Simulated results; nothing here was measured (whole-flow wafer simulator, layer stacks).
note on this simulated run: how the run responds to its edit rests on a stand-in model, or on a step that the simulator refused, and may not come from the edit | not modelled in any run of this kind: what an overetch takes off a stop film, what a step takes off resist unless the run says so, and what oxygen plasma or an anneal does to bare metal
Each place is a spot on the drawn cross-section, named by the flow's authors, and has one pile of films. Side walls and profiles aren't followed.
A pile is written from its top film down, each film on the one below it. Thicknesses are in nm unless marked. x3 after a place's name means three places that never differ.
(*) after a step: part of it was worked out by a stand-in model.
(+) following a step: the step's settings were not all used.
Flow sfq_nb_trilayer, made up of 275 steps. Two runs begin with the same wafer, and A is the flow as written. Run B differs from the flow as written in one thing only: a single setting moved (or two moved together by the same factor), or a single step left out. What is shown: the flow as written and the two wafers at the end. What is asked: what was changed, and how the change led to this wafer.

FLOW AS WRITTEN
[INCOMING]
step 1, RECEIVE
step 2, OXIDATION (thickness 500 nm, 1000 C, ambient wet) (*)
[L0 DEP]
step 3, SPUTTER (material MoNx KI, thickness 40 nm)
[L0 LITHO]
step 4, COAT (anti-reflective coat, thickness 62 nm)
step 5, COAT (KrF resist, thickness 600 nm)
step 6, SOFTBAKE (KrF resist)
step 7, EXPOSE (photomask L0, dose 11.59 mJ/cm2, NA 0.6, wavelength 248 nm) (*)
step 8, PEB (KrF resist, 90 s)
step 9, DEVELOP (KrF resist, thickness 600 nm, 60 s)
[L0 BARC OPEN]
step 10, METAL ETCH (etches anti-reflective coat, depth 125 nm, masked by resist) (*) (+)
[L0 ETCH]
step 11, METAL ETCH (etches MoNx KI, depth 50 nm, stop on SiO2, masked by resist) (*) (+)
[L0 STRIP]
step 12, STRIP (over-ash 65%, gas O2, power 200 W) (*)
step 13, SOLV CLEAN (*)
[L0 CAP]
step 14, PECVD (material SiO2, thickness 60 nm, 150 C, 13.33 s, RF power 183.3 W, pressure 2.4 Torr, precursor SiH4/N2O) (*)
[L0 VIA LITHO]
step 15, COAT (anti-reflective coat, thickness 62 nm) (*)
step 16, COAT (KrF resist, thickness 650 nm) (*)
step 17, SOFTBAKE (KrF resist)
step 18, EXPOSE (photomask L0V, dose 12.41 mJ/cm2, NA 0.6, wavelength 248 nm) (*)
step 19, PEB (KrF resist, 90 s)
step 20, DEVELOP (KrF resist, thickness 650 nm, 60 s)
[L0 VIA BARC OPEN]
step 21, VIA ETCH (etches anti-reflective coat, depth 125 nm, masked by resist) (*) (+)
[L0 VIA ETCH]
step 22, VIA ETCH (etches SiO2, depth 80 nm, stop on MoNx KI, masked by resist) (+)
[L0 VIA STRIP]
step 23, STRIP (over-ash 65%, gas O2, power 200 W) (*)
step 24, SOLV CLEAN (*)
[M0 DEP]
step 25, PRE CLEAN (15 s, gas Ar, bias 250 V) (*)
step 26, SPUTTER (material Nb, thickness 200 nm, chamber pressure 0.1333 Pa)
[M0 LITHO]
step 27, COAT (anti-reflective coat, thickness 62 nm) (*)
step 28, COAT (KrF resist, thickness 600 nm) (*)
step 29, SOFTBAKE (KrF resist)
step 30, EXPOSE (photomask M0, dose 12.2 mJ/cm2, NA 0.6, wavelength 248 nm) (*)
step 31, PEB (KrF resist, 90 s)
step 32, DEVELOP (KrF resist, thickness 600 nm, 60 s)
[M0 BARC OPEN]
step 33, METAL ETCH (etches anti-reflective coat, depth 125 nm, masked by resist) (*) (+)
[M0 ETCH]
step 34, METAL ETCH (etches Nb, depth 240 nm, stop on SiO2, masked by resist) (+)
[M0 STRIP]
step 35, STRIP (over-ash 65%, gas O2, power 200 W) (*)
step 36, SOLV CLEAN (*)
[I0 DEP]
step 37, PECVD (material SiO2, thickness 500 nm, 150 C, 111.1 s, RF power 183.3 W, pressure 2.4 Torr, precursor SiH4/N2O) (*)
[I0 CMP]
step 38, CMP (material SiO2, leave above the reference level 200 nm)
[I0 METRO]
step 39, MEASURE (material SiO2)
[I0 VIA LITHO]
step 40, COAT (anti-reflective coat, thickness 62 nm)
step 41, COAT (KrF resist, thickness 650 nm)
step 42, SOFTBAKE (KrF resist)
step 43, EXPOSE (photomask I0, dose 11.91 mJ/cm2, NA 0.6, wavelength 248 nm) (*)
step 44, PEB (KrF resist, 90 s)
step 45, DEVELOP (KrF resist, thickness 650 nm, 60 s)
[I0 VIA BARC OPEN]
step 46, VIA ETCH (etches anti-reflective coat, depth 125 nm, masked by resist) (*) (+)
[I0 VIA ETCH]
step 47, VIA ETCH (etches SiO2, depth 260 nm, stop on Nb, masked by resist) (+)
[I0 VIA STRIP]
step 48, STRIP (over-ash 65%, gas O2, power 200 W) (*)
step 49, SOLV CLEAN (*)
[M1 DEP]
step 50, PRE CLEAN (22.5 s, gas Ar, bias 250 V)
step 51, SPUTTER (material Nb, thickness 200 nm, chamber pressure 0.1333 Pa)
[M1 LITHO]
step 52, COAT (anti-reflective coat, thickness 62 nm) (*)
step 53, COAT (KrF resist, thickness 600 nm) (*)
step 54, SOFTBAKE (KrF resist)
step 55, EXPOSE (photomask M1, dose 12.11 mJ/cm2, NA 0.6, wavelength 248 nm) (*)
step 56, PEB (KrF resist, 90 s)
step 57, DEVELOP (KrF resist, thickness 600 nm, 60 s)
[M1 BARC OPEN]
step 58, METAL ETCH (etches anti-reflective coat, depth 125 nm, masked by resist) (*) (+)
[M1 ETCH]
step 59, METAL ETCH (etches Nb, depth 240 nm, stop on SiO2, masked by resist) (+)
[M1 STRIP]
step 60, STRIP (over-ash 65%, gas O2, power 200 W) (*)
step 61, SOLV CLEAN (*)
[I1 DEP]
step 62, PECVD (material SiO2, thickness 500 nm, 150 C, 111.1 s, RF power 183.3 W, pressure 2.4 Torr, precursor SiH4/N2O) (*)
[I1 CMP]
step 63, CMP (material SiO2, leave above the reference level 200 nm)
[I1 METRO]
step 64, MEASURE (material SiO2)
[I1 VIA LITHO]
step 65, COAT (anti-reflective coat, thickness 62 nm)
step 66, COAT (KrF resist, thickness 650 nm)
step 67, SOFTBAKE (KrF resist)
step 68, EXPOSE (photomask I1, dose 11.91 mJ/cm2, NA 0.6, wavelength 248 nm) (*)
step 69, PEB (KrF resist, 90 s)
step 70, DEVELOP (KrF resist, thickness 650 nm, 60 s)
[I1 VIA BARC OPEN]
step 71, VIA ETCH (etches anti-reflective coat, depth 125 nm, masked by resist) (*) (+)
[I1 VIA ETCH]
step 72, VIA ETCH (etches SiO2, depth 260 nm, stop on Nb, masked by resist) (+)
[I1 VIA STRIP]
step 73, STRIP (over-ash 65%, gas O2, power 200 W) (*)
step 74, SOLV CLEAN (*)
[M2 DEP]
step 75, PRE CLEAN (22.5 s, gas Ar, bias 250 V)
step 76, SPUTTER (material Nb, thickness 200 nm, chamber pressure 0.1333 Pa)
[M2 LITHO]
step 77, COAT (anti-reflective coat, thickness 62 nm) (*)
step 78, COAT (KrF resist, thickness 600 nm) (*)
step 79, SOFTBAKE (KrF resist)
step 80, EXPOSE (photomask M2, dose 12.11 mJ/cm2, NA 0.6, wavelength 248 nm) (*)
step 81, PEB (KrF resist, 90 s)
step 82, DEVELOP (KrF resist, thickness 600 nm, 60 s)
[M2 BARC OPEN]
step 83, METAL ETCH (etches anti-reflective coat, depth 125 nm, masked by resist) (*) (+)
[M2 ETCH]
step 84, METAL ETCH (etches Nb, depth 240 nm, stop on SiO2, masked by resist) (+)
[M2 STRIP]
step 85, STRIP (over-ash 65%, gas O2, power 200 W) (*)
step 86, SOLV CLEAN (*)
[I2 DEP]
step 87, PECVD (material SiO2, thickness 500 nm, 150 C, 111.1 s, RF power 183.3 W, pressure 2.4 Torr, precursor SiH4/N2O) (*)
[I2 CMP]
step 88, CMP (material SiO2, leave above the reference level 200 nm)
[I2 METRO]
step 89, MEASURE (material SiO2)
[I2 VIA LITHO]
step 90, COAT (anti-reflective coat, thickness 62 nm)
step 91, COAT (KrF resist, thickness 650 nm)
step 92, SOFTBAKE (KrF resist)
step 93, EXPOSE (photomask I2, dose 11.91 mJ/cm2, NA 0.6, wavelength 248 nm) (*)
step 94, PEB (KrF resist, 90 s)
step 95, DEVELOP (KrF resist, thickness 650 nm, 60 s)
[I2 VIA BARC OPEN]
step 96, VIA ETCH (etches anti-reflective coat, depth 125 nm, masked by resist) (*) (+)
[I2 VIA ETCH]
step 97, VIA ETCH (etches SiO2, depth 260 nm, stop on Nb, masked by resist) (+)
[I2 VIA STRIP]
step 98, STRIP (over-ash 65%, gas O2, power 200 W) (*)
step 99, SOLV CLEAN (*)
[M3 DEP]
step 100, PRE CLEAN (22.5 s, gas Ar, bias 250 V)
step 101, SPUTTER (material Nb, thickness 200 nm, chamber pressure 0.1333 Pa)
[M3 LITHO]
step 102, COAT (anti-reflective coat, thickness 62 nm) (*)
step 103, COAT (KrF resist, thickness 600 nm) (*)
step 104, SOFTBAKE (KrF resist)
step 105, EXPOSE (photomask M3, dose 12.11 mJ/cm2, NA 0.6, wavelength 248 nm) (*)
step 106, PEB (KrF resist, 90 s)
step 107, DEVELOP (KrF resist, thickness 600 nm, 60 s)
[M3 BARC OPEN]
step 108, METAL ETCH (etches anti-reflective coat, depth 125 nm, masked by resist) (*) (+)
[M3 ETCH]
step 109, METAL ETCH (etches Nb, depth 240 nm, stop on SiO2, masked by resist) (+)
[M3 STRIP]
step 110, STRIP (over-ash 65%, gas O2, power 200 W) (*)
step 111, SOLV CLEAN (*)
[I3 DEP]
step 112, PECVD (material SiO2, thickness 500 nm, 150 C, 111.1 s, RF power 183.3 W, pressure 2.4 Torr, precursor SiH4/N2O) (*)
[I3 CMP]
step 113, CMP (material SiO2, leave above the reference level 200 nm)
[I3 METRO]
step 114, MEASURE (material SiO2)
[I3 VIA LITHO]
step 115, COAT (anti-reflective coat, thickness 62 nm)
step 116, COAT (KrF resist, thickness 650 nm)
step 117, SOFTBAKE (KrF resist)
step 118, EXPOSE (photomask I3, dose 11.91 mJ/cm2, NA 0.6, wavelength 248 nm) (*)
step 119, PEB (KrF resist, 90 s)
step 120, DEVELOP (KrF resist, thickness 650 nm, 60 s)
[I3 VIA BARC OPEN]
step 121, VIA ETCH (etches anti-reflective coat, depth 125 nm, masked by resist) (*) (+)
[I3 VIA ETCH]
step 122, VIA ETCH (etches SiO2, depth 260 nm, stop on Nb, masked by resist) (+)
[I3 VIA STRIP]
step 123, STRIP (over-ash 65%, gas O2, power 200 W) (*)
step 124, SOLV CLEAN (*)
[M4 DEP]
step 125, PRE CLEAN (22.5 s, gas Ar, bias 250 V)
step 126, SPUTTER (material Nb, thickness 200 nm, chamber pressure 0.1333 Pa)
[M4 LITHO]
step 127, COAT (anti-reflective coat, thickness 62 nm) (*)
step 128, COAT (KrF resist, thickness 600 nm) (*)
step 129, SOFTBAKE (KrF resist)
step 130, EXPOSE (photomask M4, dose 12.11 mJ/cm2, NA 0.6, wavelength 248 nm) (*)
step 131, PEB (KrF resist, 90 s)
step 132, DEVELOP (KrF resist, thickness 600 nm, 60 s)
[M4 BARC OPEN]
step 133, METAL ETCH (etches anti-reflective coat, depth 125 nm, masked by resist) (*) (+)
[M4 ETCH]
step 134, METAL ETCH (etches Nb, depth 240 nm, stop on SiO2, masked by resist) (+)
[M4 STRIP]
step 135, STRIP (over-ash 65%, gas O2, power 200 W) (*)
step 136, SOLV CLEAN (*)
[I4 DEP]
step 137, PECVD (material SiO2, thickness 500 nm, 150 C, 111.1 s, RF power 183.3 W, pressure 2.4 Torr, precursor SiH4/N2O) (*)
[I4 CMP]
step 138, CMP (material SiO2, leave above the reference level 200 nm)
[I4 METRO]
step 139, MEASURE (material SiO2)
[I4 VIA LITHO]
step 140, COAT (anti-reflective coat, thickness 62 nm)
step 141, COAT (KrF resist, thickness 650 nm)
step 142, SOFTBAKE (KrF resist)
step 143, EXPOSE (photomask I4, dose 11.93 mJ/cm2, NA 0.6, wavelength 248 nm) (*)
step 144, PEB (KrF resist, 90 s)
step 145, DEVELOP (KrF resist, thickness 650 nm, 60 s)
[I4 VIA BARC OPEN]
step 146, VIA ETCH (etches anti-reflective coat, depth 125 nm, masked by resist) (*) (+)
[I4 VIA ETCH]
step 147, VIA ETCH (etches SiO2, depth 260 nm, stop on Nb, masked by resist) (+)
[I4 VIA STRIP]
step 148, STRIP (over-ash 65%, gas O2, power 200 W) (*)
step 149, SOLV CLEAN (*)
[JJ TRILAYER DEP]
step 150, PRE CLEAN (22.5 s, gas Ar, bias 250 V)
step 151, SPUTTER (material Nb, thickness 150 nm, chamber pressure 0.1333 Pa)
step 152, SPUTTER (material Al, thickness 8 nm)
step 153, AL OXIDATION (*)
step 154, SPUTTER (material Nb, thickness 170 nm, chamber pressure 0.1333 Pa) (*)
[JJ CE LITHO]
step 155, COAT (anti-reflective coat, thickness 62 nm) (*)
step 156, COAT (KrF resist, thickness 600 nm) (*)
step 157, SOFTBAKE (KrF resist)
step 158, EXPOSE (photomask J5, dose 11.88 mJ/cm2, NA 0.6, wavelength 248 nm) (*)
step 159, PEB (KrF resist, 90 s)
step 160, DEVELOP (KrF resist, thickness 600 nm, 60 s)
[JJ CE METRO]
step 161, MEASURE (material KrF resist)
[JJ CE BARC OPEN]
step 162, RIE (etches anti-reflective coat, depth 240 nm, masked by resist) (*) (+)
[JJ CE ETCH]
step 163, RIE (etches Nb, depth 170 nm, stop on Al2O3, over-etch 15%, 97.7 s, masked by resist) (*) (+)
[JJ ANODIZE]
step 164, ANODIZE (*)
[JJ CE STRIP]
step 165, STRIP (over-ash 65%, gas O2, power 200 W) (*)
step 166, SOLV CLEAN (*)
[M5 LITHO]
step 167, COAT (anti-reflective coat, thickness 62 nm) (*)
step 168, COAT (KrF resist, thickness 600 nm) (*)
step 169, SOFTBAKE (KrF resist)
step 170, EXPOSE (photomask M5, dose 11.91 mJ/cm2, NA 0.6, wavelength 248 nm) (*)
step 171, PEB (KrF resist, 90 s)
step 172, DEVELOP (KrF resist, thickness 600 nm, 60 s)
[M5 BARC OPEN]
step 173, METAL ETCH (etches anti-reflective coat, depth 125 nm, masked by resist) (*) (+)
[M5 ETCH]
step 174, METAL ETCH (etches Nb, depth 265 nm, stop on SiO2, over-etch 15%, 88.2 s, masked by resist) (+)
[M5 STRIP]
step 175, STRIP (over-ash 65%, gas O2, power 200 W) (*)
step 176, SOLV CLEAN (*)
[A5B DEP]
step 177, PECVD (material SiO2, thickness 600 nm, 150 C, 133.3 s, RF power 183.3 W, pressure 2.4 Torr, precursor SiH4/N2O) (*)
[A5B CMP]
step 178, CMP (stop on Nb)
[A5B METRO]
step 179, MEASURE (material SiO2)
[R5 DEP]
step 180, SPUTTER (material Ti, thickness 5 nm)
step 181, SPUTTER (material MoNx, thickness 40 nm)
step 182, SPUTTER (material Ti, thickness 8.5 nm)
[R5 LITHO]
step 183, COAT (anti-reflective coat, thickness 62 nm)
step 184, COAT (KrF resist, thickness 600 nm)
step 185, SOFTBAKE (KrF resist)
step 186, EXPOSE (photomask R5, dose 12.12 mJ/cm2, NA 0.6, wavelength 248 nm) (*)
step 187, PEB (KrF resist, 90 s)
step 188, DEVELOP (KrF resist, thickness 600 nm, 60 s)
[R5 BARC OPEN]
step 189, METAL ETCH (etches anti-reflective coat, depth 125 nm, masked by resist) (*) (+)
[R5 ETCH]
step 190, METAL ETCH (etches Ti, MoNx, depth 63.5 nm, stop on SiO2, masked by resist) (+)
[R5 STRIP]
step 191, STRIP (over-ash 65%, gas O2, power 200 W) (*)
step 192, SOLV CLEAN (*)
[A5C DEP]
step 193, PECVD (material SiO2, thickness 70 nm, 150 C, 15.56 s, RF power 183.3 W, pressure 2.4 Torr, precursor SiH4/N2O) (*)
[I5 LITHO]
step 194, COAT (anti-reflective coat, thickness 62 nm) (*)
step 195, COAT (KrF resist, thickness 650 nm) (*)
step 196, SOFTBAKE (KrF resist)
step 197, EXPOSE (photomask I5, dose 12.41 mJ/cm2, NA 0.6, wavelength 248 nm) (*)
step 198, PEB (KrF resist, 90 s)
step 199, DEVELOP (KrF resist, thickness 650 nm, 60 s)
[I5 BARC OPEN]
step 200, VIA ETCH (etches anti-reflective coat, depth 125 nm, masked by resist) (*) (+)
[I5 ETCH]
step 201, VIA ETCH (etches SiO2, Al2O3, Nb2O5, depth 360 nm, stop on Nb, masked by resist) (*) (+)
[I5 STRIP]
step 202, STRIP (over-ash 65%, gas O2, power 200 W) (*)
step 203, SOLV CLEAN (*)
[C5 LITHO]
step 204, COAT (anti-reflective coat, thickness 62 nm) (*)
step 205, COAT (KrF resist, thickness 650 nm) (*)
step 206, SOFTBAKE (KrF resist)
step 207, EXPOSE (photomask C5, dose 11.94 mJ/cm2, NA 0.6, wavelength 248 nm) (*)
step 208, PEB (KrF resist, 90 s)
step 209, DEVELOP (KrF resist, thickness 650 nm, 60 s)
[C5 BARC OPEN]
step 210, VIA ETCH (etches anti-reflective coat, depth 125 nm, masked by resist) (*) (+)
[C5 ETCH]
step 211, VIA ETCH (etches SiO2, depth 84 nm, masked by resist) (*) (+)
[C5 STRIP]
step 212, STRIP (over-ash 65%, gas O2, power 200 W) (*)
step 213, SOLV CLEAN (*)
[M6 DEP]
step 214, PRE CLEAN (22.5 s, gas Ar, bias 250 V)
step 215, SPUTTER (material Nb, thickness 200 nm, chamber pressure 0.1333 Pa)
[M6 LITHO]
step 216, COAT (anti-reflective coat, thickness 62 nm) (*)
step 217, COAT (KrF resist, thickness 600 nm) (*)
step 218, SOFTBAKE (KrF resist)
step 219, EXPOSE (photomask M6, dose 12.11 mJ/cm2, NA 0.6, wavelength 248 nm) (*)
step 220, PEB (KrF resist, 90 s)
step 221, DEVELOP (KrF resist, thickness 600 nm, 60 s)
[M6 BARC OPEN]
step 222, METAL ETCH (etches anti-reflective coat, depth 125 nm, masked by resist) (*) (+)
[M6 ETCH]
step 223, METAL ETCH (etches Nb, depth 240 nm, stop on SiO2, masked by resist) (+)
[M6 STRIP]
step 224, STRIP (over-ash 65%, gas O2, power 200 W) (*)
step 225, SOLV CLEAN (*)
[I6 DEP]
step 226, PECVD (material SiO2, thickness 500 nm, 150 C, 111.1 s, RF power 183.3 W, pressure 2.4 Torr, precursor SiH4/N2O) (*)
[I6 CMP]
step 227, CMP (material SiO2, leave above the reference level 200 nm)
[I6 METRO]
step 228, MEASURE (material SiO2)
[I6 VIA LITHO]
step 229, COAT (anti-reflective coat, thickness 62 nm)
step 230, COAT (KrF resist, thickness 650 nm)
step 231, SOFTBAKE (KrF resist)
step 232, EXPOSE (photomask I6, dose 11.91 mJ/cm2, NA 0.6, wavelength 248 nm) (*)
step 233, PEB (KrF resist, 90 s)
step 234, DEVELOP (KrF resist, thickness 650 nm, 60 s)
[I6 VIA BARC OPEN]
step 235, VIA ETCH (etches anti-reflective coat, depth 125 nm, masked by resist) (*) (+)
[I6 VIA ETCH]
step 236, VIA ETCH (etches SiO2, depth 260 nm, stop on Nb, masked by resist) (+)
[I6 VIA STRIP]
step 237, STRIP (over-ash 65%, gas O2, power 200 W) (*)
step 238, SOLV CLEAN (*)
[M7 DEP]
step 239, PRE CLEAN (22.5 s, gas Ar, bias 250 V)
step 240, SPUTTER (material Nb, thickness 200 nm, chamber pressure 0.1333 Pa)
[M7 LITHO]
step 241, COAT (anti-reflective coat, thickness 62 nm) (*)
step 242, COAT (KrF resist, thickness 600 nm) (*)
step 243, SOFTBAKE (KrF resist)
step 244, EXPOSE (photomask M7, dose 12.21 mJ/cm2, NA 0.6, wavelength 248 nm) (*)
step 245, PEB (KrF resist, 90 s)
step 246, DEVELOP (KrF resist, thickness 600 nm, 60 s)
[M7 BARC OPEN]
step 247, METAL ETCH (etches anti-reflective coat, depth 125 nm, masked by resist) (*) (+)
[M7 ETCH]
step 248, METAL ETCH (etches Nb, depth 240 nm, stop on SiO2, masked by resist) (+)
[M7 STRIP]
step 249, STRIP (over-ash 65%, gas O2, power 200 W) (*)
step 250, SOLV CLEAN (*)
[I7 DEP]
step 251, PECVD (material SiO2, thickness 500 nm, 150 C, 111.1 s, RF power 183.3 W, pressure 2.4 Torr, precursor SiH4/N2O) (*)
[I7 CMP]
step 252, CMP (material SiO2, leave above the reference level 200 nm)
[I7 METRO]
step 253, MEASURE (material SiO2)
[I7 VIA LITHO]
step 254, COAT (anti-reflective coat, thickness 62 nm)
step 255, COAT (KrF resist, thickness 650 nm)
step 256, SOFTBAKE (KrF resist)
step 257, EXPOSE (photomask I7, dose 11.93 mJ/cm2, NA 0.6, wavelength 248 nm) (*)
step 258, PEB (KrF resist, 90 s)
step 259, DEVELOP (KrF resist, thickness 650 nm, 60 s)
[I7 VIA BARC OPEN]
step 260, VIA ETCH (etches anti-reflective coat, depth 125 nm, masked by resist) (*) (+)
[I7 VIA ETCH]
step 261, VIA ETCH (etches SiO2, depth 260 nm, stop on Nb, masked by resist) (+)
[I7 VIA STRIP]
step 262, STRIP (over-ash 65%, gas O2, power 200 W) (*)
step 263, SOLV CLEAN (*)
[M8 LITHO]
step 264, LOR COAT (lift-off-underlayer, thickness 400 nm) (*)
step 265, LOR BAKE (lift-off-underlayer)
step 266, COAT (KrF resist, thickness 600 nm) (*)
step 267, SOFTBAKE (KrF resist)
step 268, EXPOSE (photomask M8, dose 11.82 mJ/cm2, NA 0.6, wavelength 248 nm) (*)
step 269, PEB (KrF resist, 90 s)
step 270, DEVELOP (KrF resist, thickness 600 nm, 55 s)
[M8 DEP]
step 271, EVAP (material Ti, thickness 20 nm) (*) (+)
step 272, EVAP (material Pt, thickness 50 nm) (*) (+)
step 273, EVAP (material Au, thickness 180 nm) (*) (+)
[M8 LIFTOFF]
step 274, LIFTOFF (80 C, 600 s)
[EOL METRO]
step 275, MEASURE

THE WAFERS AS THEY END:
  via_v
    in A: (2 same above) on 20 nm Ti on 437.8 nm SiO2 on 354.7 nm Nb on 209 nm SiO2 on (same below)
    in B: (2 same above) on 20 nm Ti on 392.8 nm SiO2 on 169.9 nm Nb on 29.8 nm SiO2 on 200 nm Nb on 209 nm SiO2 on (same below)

What caused this: step 236, VIA ETCH: depth 162.5 nm was run, whereas the flow has depth 260 nm.

How this came from the change, step by step:
  step 236, VIA ETCH (etches SiO2, depth 260 nm, stop on Nb, masked by resist) (+)
      via_v: A -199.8 SiO2 (all of it) | B -162.5 SiO2
      field_l, v_sur, via_wl and 102 more: A -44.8 KrF resist | B -28 KrF resist
  step 237, STRIP (over-ash 65%, gas O2, power 200 W) (*)
      field_l, v_sur, via_wl and 102 more: A -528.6 KrF resist (all of it), -62 anti-reflective coat (all of it) | B -545.4 KrF resist (all of it), -62 anti-reflective coat (all of it)
  step 239, PRE CLEAN (22.5 s, gas Ar, bias 250 V)
      via_v: A -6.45 Nb | B -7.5 SiO2
  step 240, SPUTTER (material Nb, thickness 200 nm, chamber pressure 0.1333 Pa)
      via_v: A +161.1 Nb | B +169.9 Nb (new film)
  step 241, COAT (anti-reflective coat, thickness 62 nm) (*)
      via_v: A +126 anti-reflective coat (new film) | B +116.2 anti-reflective coat (new film)
  step 242, COAT (KrF resist, thickness 600 nm) (*)
      via_v: A +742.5 KrF resist (new film) | B +713 KrF resist (new film)
  step 249, STRIP (over-ash 65%, gas O2, power 200 W) (*)
      via_v: A -524.5 KrF resist (all of it), -126 anti-reflective coat (all of it) | B -495.1 KrF resist (all of it), -116.2 anti-reflective coat (all of it)
  step 251, PECVD (material SiO2, thickness 500 nm, 150 C, 111.1 s, RF power 183.3 W, pressure 2.4 Torr, precursor SiH4/N2O) (*)
      via_v: A +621 SiO2 (new film) | B +549.9 SiO2 (new film)
  step 252, CMP (material SiO2, leave above the reference level 200 nm)
      via_v: A -183.1 SiO2 | B -157.1 SiO2
Taking metal films that touch as one body, via_v has 7 bodies (between them, from the top down: SiO2 392.8; SiO2 29.8; SiO2 209 / Al2O3 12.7 / Nb2O5 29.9; SiO2 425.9; SiO2 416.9; SiO2 192.5); the flow as written gives 6 bodies (between them, from the top down: SiO2 437.8; SiO2 209 / Al2O3 12.7 / Nb2O5 29.9; SiO2 425.9; SiO2 416.9; SiO2 192.5).
